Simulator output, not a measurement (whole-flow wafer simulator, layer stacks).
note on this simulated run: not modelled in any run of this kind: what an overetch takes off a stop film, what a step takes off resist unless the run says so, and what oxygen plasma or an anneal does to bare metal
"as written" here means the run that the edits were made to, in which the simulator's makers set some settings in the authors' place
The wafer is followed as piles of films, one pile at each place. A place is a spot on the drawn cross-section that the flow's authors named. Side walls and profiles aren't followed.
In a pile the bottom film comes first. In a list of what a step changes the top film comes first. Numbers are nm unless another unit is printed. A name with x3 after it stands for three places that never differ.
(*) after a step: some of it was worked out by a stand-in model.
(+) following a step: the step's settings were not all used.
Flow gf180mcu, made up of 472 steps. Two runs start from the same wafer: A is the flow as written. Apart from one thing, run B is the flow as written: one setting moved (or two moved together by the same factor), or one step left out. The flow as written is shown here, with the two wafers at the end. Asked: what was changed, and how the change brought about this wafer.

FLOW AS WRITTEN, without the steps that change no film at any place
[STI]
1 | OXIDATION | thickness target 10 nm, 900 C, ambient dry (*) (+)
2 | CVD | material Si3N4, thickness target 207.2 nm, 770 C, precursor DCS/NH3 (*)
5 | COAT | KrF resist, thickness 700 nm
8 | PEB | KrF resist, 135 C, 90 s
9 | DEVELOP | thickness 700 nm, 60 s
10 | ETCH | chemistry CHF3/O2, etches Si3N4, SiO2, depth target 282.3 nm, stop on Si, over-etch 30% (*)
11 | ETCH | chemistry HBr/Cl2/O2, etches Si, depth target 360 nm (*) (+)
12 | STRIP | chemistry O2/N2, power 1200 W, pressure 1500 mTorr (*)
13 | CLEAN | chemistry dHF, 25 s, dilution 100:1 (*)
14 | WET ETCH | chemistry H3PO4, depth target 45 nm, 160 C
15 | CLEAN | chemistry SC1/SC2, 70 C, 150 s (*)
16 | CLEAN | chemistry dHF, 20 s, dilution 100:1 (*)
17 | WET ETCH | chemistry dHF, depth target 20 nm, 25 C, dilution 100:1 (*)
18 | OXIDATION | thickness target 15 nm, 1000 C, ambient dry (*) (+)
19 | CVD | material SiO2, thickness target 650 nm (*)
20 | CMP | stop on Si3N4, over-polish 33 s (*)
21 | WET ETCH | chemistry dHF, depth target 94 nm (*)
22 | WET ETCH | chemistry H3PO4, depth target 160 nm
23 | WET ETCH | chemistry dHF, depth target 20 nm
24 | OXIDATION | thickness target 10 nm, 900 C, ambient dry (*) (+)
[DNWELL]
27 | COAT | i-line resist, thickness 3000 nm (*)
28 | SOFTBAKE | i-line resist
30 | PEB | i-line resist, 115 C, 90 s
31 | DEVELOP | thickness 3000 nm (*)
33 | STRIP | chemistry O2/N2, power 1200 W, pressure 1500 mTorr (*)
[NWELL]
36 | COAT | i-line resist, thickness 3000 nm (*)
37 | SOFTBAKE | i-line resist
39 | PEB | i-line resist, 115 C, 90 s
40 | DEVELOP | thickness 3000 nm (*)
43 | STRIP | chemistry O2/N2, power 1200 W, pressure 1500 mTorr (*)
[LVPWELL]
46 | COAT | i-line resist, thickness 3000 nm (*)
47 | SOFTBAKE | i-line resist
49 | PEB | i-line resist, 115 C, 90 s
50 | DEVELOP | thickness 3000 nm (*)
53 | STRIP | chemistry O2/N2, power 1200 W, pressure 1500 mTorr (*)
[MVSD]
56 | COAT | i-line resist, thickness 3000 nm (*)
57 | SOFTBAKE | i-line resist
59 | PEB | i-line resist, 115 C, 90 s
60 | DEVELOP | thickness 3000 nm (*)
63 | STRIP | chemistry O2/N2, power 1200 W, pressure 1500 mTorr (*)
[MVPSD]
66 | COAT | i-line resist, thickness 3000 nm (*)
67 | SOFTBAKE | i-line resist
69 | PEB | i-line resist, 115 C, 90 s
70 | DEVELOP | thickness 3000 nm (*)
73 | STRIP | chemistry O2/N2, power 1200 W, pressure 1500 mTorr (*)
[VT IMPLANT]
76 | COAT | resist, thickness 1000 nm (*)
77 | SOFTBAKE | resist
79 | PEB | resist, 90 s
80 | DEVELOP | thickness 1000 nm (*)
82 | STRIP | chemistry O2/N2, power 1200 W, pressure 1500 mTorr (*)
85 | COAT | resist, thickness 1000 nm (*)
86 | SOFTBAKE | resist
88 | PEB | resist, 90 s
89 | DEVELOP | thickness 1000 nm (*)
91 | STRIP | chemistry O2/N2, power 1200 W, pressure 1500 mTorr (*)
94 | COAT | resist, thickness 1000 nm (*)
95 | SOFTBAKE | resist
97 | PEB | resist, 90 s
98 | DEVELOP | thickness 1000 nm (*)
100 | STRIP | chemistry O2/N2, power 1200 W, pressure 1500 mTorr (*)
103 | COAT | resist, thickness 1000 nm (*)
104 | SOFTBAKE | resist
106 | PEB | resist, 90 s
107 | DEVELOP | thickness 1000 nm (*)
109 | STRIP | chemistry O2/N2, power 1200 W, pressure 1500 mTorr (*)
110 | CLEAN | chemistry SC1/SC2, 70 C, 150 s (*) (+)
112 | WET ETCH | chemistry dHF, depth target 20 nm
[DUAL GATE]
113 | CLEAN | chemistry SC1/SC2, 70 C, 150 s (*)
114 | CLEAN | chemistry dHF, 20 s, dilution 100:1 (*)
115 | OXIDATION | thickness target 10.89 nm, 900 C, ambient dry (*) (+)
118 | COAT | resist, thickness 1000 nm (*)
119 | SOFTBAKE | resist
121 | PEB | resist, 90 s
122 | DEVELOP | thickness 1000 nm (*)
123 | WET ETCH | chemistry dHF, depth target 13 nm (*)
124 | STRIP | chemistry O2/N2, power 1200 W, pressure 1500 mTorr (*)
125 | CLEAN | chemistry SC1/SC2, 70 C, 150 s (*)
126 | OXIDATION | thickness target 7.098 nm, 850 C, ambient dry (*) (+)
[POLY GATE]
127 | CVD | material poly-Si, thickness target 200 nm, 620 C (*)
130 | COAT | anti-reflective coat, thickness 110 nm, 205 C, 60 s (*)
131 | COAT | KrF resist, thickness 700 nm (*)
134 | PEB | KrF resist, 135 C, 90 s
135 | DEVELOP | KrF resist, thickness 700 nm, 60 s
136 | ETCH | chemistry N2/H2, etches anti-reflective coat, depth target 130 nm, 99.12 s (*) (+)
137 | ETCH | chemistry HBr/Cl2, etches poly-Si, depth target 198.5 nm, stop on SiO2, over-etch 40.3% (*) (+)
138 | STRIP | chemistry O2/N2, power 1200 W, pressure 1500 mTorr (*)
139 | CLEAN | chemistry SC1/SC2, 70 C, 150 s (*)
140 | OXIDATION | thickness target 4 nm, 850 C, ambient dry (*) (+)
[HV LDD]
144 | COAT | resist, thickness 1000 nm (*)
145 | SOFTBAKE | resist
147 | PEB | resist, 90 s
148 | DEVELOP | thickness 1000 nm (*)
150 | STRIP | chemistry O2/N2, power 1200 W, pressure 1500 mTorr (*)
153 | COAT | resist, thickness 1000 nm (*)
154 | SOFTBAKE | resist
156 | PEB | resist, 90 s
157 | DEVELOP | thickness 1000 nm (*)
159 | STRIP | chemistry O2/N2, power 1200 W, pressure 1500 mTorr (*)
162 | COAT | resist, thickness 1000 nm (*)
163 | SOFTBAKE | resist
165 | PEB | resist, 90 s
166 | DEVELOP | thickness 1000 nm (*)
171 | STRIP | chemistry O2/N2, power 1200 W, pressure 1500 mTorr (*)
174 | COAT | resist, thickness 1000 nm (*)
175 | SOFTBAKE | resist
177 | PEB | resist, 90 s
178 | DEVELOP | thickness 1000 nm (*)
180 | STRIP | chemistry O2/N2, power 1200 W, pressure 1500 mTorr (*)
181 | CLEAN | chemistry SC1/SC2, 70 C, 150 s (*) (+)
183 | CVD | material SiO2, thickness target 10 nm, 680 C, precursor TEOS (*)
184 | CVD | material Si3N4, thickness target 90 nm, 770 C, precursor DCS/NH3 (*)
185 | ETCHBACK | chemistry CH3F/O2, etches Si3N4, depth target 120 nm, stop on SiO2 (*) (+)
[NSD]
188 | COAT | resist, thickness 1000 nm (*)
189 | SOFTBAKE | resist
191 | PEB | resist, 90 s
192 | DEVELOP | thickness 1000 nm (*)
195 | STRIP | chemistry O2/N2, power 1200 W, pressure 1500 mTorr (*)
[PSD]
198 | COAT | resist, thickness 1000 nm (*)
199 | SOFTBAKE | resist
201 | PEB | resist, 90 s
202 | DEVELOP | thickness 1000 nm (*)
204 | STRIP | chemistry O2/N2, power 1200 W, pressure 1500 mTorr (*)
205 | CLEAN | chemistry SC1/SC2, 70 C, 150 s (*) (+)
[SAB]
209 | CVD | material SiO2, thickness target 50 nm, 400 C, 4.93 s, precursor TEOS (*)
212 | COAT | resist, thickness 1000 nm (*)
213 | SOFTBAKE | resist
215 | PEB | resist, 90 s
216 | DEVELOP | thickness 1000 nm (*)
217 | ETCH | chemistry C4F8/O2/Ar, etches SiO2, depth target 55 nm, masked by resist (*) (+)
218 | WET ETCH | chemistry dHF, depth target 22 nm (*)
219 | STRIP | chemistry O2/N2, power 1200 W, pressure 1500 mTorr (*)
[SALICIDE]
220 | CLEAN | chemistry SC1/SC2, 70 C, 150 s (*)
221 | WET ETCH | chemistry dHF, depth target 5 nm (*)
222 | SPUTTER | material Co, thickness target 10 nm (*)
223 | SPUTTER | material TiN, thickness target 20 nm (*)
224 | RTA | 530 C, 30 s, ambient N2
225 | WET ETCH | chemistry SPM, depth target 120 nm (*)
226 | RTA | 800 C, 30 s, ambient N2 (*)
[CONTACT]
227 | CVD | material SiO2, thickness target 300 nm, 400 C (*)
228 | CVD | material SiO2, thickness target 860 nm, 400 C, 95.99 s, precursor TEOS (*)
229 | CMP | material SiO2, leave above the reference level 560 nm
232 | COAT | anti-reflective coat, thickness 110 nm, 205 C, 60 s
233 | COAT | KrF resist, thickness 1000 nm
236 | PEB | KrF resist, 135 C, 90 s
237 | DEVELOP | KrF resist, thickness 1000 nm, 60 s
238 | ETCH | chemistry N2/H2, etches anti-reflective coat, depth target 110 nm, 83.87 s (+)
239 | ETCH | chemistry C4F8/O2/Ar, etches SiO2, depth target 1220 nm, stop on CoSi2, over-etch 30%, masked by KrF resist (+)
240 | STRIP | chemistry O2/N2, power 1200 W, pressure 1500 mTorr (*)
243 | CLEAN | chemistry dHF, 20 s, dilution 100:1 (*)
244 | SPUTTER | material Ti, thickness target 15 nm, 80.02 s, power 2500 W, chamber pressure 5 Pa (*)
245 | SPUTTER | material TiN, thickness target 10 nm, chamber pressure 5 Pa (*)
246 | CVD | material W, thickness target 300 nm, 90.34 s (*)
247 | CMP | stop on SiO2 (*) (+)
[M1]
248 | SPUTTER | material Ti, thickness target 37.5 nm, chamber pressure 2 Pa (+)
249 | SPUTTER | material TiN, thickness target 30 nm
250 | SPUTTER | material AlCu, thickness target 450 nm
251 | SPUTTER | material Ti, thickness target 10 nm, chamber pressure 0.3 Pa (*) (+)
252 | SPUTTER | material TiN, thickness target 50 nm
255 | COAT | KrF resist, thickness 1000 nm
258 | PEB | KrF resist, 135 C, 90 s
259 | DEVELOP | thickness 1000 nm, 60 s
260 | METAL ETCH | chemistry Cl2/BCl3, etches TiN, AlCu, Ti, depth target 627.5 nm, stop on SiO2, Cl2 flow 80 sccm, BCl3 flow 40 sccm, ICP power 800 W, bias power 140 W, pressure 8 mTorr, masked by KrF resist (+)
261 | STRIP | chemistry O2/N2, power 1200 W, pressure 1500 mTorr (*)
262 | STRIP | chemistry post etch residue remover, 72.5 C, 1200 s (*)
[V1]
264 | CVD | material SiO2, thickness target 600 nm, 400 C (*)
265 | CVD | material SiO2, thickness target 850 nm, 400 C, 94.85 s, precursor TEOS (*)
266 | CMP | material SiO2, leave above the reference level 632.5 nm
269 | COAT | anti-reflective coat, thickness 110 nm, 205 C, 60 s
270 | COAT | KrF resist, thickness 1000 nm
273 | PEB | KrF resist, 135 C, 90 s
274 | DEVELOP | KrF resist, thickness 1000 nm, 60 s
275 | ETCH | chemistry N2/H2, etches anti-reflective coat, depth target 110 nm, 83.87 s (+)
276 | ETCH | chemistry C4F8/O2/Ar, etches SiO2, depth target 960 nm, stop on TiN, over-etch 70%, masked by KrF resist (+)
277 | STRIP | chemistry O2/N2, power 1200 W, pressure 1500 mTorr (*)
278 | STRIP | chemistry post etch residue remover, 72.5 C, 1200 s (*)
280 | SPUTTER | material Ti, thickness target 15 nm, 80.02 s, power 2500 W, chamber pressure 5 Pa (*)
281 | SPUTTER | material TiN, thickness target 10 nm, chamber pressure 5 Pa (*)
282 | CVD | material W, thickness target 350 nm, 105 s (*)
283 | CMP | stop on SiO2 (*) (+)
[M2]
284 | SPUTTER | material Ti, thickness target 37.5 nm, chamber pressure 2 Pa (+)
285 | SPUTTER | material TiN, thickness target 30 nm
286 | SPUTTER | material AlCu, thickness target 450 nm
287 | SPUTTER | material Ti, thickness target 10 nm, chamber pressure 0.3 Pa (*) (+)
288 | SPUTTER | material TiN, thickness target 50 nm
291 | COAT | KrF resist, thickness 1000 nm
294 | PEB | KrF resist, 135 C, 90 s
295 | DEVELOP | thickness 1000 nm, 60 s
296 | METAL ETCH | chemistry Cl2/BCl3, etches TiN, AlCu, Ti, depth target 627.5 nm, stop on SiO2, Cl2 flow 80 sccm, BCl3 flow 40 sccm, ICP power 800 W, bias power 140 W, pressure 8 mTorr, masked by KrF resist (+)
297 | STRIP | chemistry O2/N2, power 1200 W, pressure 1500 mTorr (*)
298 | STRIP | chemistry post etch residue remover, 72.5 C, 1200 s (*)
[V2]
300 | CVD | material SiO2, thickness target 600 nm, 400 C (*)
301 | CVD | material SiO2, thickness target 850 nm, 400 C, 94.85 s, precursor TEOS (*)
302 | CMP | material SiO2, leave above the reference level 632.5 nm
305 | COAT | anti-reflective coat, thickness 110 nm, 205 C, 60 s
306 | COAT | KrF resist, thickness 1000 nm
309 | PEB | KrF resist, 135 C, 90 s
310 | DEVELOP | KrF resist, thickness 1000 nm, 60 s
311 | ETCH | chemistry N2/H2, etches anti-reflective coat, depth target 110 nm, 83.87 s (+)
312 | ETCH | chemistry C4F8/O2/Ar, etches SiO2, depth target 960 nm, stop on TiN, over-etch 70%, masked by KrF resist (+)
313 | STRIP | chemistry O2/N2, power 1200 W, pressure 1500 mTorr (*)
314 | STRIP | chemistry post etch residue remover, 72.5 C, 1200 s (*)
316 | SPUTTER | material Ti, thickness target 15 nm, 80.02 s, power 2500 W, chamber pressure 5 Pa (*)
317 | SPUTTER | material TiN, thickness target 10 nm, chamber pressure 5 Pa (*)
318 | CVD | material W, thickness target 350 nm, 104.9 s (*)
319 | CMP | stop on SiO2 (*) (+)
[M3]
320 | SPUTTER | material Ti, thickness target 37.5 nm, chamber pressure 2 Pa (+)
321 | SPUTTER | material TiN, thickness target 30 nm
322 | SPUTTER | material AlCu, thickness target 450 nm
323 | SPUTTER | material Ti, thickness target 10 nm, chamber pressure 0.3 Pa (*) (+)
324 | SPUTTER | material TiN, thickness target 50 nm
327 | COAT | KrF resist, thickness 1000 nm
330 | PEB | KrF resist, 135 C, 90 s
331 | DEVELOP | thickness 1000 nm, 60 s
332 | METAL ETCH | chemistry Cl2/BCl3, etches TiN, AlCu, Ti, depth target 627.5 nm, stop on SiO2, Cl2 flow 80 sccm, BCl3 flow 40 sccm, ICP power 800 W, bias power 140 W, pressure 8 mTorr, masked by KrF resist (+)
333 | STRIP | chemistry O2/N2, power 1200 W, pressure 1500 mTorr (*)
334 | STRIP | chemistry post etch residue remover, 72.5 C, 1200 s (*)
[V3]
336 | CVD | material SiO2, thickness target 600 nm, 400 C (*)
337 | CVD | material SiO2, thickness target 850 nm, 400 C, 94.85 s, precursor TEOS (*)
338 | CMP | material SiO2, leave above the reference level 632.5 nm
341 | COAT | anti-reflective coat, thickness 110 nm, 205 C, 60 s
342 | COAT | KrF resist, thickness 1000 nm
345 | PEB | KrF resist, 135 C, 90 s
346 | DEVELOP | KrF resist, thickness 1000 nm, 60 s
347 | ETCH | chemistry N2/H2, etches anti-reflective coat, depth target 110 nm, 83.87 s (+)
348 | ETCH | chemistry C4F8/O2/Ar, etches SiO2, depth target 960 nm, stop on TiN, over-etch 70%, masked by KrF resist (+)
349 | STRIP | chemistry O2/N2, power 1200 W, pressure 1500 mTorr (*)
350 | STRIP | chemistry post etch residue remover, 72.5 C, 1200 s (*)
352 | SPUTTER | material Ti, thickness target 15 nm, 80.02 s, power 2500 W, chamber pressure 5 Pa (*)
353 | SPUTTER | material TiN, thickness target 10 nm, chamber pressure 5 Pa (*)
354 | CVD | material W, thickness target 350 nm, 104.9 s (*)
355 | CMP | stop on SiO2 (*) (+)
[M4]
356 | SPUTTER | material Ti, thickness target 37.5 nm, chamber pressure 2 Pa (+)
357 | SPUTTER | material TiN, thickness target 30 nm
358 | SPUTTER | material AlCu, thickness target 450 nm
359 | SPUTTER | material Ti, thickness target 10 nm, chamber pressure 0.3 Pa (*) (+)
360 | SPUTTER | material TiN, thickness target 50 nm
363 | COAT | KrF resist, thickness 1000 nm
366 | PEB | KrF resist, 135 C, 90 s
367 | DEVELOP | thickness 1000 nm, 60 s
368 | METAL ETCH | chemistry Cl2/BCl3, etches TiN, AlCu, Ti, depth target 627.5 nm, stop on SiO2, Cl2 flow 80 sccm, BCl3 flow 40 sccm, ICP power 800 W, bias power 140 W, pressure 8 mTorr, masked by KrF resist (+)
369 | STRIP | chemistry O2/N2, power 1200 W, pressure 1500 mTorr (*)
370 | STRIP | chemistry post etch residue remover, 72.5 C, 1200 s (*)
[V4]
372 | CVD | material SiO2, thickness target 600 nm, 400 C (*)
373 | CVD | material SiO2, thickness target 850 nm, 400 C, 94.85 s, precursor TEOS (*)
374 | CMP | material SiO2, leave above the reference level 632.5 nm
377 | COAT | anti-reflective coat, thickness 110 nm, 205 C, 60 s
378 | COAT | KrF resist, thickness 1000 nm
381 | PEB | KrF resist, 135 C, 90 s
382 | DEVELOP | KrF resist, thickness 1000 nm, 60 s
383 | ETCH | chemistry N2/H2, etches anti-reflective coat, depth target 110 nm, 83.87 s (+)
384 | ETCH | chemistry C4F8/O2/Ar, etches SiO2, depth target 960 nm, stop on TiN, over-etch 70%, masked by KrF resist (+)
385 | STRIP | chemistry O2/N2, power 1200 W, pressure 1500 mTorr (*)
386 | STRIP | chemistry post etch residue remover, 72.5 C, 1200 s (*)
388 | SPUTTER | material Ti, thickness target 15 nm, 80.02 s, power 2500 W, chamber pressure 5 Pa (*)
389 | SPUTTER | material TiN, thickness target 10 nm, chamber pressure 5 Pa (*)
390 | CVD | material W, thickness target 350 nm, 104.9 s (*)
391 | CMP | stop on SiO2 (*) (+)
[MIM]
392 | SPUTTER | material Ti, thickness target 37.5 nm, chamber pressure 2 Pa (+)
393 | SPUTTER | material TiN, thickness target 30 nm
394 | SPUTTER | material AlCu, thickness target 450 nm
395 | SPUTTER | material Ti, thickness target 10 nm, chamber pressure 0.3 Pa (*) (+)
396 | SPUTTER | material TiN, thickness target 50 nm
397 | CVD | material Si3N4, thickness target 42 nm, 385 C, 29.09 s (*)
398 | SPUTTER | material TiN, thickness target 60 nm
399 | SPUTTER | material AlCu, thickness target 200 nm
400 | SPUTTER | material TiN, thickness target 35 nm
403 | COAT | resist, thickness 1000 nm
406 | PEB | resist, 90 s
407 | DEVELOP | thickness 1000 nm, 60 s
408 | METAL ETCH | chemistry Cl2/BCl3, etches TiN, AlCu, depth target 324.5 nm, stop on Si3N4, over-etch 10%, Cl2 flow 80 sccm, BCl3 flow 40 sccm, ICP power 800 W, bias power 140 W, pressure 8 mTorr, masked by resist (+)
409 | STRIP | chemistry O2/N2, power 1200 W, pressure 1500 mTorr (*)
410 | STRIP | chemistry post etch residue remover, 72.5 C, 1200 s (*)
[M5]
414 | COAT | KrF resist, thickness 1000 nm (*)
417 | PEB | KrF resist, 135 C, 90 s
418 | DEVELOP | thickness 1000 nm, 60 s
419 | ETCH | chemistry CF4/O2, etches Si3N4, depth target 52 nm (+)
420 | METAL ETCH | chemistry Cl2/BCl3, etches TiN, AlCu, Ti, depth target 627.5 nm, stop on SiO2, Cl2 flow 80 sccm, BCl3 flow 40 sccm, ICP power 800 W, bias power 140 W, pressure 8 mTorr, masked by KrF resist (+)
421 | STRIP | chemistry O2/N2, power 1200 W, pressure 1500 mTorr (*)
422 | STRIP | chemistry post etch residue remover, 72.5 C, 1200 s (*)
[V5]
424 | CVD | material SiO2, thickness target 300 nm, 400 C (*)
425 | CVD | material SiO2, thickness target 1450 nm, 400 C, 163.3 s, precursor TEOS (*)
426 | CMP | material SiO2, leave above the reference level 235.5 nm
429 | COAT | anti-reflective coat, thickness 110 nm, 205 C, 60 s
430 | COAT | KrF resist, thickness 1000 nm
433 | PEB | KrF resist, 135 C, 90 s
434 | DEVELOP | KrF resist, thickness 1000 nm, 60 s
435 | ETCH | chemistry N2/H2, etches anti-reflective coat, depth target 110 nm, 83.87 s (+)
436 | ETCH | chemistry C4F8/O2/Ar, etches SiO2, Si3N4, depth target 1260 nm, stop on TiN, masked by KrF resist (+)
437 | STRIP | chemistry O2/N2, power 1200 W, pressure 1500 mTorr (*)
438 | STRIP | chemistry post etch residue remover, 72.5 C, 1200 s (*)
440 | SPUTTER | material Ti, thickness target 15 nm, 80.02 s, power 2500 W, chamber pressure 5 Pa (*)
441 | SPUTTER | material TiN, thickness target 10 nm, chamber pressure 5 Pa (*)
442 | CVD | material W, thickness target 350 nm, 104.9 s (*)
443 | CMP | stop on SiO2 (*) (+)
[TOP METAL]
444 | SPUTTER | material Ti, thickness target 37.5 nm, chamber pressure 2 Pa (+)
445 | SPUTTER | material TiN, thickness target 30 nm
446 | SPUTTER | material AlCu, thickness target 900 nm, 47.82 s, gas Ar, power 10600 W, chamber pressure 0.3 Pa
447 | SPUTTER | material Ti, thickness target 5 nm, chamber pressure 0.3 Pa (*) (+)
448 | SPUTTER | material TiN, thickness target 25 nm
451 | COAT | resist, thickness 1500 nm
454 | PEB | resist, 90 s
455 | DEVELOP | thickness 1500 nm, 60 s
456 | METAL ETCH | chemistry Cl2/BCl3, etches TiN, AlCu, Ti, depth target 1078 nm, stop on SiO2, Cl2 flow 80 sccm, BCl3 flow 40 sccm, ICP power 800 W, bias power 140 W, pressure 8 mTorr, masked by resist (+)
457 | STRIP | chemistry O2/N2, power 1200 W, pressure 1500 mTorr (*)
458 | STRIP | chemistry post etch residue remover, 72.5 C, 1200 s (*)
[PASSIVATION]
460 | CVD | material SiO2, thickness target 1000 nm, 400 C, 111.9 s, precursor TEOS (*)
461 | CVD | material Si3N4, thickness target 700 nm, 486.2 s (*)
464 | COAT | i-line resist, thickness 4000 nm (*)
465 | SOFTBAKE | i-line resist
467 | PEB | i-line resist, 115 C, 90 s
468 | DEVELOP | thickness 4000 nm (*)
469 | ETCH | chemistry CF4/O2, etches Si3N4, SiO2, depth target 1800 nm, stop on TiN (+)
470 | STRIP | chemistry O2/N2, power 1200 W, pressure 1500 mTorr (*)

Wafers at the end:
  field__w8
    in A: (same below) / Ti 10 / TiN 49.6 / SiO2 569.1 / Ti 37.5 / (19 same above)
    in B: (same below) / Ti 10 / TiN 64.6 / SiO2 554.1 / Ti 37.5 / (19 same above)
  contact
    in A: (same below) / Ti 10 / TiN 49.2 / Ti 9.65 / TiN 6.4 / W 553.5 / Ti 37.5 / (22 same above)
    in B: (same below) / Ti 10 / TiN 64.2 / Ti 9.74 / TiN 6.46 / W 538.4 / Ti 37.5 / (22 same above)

Cause: step 324, SPUTTER: thickness target 65 nm was run, though the flow has thickness target 50 nm.

Step by step, how the change led to this:
  324 | SPUTTER | material TiN, thickness target 50 nm
      field, field__w1, field__w2 and 108 more: A TiN gains 50 (new film) | B TiN gains 65 (new film)
  332 | METAL ETCH | chemistry Cl2/BCl3, etches TiN, AlCu, Ti, depth target 627.5 nm, stop on SiO2, Cl2 flow 80 sccm, BCl3 flow 40 sccm, ICP power 800 W, bias power 140 W, pressure 8 mTorr, masked by KrF resist (+)
      field, field__w1, field__w2 and 103 more: A TiN loses 50 (all of it), Ti loses 10 (all of it), AlCu loses 450 (all of it), TiN loses 30 (all of it), Ti loses 37.5 (all of it) | B TiN loses 65 (all of it), Ti loses 10 (all of it), AlCu loses 450 (all of it), TiN loses 30 (all of it), Ti loses 37.5 (all of it)
  348 | ETCH | chemistry C4F8/O2/Ar, etches SiO2, depth target 960 nm, stop on TiN, over-etch 70%, masked by KrF resist (+)
      contact: A SiO2 loses 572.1 (all of it) | B SiO2 loses 557.1 (all of it)
